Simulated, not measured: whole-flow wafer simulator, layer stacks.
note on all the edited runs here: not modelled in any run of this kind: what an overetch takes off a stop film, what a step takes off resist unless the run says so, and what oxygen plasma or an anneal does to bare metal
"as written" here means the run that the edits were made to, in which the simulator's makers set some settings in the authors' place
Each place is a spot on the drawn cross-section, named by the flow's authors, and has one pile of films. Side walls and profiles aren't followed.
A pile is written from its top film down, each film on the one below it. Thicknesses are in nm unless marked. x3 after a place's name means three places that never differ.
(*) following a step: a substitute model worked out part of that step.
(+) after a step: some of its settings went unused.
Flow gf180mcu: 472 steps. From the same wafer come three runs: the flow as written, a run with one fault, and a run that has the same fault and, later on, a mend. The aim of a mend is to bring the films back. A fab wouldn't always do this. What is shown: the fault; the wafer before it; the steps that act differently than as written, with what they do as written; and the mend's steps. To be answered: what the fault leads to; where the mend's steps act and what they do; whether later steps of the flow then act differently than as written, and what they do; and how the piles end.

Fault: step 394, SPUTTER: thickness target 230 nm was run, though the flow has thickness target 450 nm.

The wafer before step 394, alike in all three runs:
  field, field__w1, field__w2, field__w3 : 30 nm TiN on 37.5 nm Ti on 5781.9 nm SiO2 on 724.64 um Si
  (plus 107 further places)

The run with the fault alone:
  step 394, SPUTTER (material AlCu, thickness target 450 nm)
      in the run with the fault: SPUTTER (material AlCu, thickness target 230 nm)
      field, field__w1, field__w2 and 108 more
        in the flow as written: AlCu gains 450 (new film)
        in the run with the fault: AlCu gains 230 (new film)
  Steps later in the flow that act otherwise than as written (not shown: 1 more step that differs only slightly, by at most 2% or 0.5 nm, whichever is larger):
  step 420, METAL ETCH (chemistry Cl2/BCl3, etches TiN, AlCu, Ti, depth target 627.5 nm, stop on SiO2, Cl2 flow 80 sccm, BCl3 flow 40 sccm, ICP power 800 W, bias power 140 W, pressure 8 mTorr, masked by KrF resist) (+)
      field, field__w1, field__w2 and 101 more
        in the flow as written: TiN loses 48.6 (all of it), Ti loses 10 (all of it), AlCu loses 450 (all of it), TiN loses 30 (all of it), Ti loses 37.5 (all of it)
        in the run with the fault: TiN loses 48.6 (all of it), Ti loses 10 (all of it), AlCu loses 230 (all of it), TiN loses 30 (all of it), Ti loses 37.5 (all of it)
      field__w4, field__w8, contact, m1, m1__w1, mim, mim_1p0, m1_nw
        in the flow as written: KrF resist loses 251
        in the run with the fault: KrF resist loses 213.6
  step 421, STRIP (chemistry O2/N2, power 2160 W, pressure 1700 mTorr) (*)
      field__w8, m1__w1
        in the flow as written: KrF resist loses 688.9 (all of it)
        in the run with the fault: KrF resist loses 726.2 (all of it)
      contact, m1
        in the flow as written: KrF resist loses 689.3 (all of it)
        in the run with the fault: KrF resist loses 726.7 (all of it)
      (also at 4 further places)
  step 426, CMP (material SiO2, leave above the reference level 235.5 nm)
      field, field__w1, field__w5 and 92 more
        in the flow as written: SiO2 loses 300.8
        in the run with the fault: SiO2 loses 520.8
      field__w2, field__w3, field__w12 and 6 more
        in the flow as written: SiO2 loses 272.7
        in the run with the fault: SiO2 loses 502.7
  At field, field__w1, field__w2 and 109 more, the piles at the end differ from the flow's by more than 2% or 0.5 nm, whichever is larger.
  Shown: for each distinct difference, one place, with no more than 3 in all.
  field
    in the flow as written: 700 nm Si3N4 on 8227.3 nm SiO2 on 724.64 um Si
    in the run with the fault: 700 nm Si3N4 on 8007.3 nm SiO2 on 724.64 um Si
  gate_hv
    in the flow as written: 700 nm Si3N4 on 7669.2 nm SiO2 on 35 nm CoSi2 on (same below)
    in the run with the fault: 700 nm Si3N4 on 7449.2 nm SiO2 on 35 nm CoSi2 on (same below)
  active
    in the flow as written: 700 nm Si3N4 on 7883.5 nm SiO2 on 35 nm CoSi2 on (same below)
    in the run with the fault: 700 nm Si3N4 on 7663.5 nm SiO2 on 35 nm CoSi2 on (same below)

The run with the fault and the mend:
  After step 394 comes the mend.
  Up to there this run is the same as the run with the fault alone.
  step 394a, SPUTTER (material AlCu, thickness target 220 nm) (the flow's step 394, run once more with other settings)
      field, field__w1, field__w2 and 108 more
        AlCu gains 220
  None of the later steps of the flow acts differently than as written at any place that is followed.
  At every place that both follow, the piles at the end match the flow's.
